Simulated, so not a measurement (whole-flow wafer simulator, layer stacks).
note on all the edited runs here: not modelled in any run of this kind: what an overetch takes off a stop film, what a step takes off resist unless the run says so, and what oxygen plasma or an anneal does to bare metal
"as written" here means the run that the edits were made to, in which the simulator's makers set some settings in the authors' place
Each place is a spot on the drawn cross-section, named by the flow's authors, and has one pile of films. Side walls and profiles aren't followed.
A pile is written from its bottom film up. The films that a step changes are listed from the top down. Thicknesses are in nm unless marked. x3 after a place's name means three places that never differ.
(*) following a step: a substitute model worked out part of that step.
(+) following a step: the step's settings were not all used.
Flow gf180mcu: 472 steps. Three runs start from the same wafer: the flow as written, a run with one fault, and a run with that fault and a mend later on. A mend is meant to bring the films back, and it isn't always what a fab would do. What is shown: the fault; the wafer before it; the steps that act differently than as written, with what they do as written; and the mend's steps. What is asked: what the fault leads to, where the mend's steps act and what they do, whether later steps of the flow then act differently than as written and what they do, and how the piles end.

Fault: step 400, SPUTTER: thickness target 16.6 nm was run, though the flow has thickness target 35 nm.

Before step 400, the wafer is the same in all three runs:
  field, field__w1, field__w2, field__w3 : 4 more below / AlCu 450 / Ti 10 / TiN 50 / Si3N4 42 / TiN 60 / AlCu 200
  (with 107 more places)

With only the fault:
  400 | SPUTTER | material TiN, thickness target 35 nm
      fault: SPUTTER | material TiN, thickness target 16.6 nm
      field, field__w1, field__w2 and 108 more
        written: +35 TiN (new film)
        fault: +16.6 TiN (new film)
  Later steps of the flow acting differently than as written (not shown: 7 more steps that differ only slightly, by at most 2% or 0.5 nm, whichever is larger):
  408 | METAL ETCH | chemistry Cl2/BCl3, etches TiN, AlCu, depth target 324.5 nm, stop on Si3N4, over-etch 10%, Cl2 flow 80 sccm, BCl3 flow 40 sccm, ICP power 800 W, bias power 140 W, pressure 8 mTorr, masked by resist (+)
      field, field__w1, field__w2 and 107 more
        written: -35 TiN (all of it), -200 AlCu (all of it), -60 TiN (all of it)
        fault: -16.6 TiN (all of it), -200 AlCu (all of it), -60 TiN (all of it)
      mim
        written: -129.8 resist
        fault: -121.7 resist
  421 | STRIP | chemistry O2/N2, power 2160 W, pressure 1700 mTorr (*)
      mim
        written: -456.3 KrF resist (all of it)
        fault: -470.1 KrF resist (all of it)
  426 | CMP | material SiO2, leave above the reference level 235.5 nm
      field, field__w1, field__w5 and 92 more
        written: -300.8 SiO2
        fault: -319.2 SiO2
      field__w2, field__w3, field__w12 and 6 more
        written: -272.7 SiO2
        fault: -291.1 SiO2
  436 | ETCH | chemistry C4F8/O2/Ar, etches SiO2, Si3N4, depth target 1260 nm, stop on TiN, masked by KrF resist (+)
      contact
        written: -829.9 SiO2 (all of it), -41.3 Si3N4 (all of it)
        fault: -811.5 SiO2 (all of it), -41.3 Si3N4 (all of it)
  The piles end different from the flow's at field__w8, contact, m1, m1__w1, mim, m1_nw by more than 2% or 0.5 nm, whichever is larger.
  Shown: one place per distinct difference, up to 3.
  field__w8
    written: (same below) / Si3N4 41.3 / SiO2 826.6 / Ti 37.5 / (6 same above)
    fault: (same below) / Si3N4 41.3 / SiO2 808.2 / Ti 37.5 / (6 same above)
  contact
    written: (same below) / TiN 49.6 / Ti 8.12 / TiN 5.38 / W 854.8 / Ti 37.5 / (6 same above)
    fault: (same below) / TiN 49.6 / Ti 8.21 / TiN 5.44 / W 836.3 / Ti 37.5 / (6 same above)
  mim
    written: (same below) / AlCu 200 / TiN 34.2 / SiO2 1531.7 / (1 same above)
    fault: (same below) / AlCu 200 / TiN 15.8 / SiO2 1531.7 / (1 same above)

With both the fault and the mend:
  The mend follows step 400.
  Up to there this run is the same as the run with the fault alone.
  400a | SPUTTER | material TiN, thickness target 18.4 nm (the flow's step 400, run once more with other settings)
      field, field__w1, field__w2 and 108 more
        +18.4 TiN
  Later steps of the flow that are run all act as written at every place that is followed.
  The piles end the same as the flow's at every place that both follow.
